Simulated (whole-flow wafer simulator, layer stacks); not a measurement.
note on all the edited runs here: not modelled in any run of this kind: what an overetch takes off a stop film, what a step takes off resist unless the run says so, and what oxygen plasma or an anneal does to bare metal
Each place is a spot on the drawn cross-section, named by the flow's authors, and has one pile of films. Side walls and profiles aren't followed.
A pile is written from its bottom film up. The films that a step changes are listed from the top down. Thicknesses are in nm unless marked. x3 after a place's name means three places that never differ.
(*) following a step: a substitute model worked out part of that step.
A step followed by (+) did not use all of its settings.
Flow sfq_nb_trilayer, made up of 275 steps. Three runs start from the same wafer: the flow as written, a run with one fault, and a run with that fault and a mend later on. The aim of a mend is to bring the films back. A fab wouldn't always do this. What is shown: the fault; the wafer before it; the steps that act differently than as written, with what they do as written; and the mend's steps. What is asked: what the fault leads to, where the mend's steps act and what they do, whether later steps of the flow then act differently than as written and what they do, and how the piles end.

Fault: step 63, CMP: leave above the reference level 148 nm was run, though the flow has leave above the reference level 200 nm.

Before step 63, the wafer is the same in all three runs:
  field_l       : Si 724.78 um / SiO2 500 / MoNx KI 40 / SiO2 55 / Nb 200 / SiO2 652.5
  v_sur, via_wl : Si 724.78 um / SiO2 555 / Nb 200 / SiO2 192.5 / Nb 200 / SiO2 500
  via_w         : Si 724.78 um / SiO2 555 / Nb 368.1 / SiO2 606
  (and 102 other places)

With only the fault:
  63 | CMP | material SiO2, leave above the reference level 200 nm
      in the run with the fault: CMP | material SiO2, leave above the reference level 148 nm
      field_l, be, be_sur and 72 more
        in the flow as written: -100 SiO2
        in the run with the fault: -152 SiO2
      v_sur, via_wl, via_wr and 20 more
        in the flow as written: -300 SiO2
        in the run with the fault: -352 SiO2
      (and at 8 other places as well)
  Later steps of the flow acting differently than as written (4 other steps are not shown; they differ only slightly, by no more than 2% or 0.5 nm, whichever is larger):
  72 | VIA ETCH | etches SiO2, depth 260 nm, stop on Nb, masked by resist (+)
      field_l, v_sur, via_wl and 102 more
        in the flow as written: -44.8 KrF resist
        in the run with the fault: -38.2 KrF resist
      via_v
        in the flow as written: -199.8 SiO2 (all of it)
        in the run with the fault: -147.8 SiO2 (all of it)
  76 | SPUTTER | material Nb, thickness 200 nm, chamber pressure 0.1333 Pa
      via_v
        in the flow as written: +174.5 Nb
        in the run with the fault: +185.1 Nb
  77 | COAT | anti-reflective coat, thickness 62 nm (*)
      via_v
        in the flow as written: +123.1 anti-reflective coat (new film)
        in the run with the fault: +110.9 anti-reflective coat (new film)
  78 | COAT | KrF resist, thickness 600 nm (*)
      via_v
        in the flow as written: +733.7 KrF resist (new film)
        in the run with the fault: +691.5 KrF resist (new film)
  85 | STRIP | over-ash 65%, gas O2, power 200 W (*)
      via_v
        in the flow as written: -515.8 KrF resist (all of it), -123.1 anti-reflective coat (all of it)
        in the run with the fault: -473.7 KrF resist (all of it), -110.9 anti-reflective coat (all of it)
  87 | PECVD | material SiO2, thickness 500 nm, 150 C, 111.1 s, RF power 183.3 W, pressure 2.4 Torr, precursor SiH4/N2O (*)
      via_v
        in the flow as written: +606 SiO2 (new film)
        in the run with the fault: +518.9 SiO2 (new film)
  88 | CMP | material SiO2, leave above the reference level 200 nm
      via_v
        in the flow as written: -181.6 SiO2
        in the run with the fault: -157.1 SiO2
  At v_sur, via_wl, via_w and 86 more, the piles at the end differ from the flow's by more than 2% or 0.5 nm, whichever is larger.
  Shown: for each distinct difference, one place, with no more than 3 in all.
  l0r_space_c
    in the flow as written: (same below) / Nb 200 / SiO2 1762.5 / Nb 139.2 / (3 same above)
    in the run with the fault: (same below) / Nb 200 / SiO2 1710.5 / Nb 139.2 / (3 same above)
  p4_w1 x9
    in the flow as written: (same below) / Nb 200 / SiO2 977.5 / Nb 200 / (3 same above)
    in the run with the fault: (same below) / Nb 200 / SiO2 925.5 / Nb 200 / (3 same above)
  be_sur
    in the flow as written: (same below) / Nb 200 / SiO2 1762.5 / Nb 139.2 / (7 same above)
    in the run with the fault: (same below) / Nb 200 / SiO2 1710.5 / Nb 139.2 / (7 same above)

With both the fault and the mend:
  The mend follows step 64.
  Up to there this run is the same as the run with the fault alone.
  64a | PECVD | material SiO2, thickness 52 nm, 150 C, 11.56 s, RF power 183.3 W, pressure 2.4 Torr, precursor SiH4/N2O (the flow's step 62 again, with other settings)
      field_l, v_sur, via_wl and 103 more
        +52 SiO2
  Later steps of the flow that are run all act as written at every place that is followed, up to a difference of at most 2% or 0.5 nm, whichever is larger.
  When the end is reached, the piles differ only a little from the flow's at the places that both follow, at most by 2% or 0.5 nm, whichever is larger.
